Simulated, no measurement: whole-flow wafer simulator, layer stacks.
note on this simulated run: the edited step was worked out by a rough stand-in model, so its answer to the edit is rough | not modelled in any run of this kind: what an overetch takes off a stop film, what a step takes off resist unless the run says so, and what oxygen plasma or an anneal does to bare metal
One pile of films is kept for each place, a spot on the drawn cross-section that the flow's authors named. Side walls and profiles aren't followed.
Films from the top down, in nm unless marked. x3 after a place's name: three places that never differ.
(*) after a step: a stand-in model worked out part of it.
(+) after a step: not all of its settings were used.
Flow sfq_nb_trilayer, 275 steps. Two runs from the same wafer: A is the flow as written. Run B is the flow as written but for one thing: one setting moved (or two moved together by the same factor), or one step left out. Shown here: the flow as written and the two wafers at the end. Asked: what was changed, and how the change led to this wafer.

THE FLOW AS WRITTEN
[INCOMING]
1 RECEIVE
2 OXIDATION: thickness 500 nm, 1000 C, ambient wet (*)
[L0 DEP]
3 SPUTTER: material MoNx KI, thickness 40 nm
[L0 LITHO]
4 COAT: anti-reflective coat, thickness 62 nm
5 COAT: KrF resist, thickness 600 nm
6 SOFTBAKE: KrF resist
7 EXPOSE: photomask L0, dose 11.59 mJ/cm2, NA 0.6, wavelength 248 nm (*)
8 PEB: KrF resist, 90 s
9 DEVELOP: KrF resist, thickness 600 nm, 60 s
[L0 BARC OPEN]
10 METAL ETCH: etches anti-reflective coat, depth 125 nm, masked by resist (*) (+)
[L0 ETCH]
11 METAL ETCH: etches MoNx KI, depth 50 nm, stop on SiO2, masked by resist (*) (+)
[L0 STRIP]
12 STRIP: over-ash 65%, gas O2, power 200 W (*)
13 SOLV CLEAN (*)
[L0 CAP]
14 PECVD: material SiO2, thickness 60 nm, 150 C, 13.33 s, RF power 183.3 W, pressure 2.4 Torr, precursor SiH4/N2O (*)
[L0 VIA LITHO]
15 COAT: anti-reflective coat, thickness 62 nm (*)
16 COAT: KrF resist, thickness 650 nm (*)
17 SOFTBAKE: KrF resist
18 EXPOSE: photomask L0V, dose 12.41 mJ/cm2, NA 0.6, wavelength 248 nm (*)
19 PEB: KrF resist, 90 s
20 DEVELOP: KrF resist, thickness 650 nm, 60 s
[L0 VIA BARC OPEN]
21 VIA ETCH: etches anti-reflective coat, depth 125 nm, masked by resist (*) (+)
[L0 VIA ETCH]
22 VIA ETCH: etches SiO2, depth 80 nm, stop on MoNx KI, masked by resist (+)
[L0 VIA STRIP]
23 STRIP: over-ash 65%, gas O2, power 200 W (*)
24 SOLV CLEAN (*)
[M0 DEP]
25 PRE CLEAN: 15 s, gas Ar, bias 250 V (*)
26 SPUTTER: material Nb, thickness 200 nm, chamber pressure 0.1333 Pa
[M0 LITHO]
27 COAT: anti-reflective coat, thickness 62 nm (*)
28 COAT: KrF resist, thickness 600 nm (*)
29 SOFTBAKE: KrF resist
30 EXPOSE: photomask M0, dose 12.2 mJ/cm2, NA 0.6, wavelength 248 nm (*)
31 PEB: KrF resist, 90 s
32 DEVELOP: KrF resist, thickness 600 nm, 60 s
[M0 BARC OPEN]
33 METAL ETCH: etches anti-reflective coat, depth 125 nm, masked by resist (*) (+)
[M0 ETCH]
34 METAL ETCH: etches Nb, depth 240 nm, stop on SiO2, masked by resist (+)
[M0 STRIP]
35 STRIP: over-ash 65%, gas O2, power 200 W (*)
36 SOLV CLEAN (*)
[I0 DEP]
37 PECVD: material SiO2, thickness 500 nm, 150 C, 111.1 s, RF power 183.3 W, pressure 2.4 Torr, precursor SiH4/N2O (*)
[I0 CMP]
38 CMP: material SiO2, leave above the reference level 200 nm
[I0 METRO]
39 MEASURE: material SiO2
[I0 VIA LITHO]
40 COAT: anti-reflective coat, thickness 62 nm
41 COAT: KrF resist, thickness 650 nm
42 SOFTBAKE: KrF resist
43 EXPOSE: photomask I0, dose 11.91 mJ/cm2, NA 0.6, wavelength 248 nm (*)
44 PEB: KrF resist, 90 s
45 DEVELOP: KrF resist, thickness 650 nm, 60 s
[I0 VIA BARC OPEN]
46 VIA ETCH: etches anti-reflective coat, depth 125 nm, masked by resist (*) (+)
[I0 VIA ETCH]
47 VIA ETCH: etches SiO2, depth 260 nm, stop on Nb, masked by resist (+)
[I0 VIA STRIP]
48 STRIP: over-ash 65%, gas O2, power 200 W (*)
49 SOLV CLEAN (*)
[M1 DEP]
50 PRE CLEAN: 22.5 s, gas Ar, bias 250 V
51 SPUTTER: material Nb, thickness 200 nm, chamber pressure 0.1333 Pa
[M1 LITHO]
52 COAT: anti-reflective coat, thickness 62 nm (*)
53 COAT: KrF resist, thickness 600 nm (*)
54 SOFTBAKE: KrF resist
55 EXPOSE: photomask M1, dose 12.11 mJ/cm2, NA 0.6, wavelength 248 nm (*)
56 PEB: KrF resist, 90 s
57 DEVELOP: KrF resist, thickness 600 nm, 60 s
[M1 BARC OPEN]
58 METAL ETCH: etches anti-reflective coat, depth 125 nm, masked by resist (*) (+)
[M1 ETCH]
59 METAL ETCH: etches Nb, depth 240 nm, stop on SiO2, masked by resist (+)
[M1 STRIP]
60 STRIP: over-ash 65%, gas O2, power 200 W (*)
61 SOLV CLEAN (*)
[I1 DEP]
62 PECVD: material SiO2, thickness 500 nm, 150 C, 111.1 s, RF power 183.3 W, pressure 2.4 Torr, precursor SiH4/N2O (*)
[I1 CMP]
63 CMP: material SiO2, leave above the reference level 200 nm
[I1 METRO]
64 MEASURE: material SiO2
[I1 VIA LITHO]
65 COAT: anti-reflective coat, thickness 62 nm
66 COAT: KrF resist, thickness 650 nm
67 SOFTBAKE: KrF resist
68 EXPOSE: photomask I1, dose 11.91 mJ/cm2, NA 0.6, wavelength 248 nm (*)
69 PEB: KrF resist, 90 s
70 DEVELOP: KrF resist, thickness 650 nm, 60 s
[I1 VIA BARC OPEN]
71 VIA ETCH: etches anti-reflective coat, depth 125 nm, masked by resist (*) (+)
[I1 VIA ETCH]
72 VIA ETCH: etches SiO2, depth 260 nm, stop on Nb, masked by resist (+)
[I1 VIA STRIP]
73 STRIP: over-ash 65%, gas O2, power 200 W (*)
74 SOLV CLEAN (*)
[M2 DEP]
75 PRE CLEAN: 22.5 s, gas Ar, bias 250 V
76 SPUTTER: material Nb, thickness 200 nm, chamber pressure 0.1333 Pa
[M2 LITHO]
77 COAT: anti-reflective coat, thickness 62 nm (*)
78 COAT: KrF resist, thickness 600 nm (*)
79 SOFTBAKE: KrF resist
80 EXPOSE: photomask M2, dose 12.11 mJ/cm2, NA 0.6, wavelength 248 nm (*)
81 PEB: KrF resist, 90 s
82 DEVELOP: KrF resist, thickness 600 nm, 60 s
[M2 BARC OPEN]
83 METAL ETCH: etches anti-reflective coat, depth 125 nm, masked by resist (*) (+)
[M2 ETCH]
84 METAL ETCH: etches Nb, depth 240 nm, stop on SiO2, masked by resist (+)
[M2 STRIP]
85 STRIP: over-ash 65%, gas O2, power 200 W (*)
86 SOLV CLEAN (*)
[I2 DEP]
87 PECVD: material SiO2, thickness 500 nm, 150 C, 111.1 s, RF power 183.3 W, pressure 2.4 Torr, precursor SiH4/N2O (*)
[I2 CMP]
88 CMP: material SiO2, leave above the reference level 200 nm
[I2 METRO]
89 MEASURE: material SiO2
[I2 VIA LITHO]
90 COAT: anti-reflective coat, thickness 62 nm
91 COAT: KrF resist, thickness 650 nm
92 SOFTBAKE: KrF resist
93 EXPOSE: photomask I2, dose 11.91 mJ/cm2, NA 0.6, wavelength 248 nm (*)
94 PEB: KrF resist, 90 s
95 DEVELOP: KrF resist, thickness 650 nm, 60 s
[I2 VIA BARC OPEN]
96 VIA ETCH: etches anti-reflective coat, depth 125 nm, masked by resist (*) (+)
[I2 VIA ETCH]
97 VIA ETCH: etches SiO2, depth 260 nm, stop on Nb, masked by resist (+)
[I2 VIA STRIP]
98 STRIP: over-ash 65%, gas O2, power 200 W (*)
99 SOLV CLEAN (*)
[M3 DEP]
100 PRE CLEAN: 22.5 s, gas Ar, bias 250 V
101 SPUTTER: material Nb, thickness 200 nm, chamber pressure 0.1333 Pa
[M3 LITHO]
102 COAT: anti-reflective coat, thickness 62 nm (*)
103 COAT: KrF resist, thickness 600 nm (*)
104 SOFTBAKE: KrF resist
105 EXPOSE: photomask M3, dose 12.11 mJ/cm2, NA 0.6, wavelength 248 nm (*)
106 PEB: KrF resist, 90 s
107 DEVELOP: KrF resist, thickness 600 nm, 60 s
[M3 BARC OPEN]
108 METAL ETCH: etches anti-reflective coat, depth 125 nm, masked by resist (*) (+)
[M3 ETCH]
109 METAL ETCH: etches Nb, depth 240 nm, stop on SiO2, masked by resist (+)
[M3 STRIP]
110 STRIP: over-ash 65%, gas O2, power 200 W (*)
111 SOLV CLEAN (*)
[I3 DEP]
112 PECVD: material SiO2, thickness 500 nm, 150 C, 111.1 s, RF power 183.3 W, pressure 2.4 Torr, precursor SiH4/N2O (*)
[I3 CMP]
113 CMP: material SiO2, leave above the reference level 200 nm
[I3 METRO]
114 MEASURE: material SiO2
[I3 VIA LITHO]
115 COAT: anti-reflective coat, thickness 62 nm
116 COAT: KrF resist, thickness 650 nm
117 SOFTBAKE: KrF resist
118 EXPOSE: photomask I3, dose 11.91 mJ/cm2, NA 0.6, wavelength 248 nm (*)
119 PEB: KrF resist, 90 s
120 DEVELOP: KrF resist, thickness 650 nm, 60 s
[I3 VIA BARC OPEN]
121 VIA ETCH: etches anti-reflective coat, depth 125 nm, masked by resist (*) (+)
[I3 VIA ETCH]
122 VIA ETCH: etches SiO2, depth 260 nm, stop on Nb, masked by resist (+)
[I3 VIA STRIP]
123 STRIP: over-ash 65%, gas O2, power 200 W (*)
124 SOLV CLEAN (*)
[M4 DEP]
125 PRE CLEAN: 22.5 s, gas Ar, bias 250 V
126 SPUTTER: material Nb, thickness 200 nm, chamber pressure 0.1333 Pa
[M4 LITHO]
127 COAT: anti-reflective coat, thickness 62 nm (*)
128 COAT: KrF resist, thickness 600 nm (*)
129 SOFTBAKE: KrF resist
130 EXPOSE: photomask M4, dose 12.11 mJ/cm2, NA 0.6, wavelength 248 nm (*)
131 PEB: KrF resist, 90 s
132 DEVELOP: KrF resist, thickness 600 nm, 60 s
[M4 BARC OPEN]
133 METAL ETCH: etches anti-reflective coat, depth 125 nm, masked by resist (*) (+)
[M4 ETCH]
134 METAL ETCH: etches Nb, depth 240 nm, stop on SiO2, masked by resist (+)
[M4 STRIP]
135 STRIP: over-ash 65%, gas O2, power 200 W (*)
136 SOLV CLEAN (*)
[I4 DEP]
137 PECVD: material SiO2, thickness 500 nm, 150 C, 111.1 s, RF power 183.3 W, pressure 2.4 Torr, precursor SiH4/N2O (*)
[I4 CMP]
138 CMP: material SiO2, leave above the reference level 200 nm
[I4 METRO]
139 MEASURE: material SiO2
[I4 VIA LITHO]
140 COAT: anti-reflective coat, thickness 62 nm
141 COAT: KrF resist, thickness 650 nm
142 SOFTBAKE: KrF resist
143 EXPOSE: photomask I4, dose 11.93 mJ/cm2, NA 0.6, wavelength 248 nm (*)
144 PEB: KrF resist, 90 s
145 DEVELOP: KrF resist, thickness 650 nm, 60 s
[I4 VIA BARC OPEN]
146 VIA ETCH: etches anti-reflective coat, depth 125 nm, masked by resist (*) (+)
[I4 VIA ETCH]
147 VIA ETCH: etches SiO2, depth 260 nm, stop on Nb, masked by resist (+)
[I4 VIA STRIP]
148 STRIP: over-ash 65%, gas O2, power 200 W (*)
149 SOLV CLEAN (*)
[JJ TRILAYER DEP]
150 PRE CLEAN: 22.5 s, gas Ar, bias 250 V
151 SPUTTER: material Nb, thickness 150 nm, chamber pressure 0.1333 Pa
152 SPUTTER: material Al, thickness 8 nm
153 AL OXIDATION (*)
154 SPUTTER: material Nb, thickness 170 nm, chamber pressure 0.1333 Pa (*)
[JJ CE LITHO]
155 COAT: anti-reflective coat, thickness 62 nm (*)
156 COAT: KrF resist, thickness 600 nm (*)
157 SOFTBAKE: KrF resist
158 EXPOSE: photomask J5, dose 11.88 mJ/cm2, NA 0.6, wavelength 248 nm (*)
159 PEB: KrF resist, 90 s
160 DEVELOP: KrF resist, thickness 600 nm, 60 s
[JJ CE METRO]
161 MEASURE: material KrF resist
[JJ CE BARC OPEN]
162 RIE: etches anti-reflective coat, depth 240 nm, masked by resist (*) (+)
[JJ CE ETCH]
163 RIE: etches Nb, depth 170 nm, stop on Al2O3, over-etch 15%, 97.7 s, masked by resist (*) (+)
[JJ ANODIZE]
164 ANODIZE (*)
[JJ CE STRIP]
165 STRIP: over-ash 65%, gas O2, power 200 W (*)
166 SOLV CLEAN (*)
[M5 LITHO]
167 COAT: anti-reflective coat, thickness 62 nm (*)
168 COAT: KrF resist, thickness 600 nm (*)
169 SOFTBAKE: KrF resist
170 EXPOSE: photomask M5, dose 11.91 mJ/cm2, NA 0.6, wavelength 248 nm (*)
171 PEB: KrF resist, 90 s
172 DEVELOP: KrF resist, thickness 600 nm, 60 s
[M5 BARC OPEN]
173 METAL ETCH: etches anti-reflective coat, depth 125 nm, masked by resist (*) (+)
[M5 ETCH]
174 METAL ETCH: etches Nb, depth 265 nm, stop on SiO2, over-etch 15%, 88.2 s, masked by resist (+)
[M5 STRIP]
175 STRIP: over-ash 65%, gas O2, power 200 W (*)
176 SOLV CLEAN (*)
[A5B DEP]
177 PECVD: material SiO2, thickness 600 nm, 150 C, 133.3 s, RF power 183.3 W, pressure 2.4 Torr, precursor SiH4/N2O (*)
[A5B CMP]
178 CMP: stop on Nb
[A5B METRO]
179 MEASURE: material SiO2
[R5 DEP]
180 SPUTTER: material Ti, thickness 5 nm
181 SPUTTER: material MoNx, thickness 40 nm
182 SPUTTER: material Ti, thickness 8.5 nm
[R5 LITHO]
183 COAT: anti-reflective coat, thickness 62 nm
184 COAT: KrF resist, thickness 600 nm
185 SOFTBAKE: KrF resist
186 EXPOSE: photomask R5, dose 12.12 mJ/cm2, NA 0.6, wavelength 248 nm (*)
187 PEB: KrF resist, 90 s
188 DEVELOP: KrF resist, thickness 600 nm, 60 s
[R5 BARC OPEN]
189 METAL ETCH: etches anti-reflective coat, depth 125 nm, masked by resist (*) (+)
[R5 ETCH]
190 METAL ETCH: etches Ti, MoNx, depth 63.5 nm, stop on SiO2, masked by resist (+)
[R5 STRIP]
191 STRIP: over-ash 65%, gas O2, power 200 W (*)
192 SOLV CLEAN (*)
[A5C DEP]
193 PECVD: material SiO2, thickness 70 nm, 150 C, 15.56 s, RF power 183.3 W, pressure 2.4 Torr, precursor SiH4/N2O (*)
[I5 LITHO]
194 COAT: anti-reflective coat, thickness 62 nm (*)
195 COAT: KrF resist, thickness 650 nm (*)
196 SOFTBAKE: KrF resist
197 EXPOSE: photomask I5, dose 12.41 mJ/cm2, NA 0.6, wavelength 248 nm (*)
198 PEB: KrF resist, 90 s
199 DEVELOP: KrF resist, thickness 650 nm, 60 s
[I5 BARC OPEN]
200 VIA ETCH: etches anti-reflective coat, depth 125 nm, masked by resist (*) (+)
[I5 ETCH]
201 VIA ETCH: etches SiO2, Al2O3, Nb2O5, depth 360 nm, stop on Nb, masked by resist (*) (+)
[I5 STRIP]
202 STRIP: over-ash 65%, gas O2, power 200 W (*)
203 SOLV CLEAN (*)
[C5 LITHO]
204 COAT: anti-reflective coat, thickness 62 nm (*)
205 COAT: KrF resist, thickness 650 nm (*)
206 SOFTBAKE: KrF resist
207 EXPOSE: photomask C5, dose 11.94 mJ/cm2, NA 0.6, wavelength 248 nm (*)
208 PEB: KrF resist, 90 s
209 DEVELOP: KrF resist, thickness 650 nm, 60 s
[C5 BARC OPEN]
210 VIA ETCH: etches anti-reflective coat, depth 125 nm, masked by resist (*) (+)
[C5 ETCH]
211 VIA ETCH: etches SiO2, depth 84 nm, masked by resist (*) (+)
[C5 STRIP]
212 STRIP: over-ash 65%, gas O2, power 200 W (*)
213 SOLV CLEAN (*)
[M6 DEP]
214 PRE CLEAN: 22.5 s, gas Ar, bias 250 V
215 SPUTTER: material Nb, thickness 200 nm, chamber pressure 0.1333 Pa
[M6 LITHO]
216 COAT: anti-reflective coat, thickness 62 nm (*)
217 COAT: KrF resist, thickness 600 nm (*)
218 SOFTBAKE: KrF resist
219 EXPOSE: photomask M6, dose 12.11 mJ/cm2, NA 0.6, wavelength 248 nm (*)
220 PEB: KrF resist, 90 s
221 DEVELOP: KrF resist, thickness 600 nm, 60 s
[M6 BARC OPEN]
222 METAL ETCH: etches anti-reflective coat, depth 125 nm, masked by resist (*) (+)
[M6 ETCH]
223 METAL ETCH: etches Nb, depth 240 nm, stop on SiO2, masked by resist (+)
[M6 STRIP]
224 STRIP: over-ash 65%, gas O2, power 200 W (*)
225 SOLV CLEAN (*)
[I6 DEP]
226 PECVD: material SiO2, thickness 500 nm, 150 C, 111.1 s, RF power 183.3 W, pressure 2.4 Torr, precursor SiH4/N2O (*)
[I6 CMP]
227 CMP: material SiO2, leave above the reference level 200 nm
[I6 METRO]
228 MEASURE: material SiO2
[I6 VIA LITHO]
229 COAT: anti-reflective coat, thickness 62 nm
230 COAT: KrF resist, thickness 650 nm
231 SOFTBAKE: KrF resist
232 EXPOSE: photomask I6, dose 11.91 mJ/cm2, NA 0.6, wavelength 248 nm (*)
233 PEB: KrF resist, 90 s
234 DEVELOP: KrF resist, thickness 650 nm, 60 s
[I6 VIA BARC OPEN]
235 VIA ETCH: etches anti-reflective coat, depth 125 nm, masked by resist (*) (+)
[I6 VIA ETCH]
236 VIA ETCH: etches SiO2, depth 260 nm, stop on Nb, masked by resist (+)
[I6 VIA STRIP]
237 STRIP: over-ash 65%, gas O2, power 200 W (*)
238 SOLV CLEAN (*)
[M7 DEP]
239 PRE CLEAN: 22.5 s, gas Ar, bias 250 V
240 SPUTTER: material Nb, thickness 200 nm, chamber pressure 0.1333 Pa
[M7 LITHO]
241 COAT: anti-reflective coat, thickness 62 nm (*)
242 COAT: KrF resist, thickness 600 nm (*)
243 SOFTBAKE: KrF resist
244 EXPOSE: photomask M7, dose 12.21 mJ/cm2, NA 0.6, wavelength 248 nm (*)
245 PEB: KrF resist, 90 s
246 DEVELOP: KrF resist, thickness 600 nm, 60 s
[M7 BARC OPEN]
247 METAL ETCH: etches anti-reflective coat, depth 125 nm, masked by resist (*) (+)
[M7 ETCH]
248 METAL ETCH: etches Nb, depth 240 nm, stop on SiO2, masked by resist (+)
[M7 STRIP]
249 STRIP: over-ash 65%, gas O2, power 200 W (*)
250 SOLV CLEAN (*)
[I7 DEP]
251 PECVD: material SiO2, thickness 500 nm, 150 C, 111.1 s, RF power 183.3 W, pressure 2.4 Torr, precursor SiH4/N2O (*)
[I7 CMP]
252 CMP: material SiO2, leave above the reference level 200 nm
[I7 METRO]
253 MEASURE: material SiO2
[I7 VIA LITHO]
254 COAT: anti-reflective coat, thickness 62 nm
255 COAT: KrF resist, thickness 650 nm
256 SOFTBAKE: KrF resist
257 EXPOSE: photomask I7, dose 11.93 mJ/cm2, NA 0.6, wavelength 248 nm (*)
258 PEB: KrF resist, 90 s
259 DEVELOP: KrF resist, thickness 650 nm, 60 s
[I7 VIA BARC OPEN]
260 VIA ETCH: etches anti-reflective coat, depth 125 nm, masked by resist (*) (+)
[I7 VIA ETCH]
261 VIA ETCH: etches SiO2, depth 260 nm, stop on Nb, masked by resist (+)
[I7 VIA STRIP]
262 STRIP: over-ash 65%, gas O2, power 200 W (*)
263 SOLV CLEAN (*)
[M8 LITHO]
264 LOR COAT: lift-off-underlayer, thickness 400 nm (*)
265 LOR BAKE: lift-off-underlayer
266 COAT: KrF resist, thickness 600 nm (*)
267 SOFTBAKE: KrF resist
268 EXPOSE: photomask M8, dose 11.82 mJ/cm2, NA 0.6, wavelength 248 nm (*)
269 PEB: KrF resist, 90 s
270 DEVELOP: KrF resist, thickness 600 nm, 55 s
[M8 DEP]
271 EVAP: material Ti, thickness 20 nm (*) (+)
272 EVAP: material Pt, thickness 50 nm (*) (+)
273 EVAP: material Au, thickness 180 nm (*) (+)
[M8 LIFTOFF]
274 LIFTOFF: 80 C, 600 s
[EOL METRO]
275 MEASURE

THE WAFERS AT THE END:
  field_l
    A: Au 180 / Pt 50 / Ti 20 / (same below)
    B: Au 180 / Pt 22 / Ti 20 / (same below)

The cause: step 272, EVAP: thickness 22 nm was run, where the flow has thickness 50 nm.
It can be read off the wafer: field_l has Pt 22, and step 272 as written asks for 50 nm.

How the change led to this, step by step:
  272 EVAP: material Pt, thickness 50 nm (*) (+)
      field_l, v_sur, via_wl and 103 more: A Pt +50 (new film) | B Pt +22 (new film)
  274 LIFTOFF: 80 C, 600 s
      p4_fl, p4_fm, p4_w1 and 71 more: A Au -180 (all of it), Pt -50 (all of it), Ti -20 (all of it), KrF resist -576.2 (all of it), lift-off-underlayer -400 (all of it) | B Au -180 (all of it), Pt -22 (all of it), Ti -20 (all of it), KrF resist -576.2 (all of it), lift-off-underlayer -400 (all of it)
      c5j, ce_r: A Au -180 (all of it), Pt -50 (all of it), Ti -20 (all of it), KrF resist -573.3 (all of it), lift-off-underlayer -399.3 (all of it) | B Au -180 (all of it), Pt -22 (all of it), Ti -20 (all of it), KrF resist -573.3 (all of it), lift-off-underlayer -399.3 (all of it)
      (and at 19 more places)
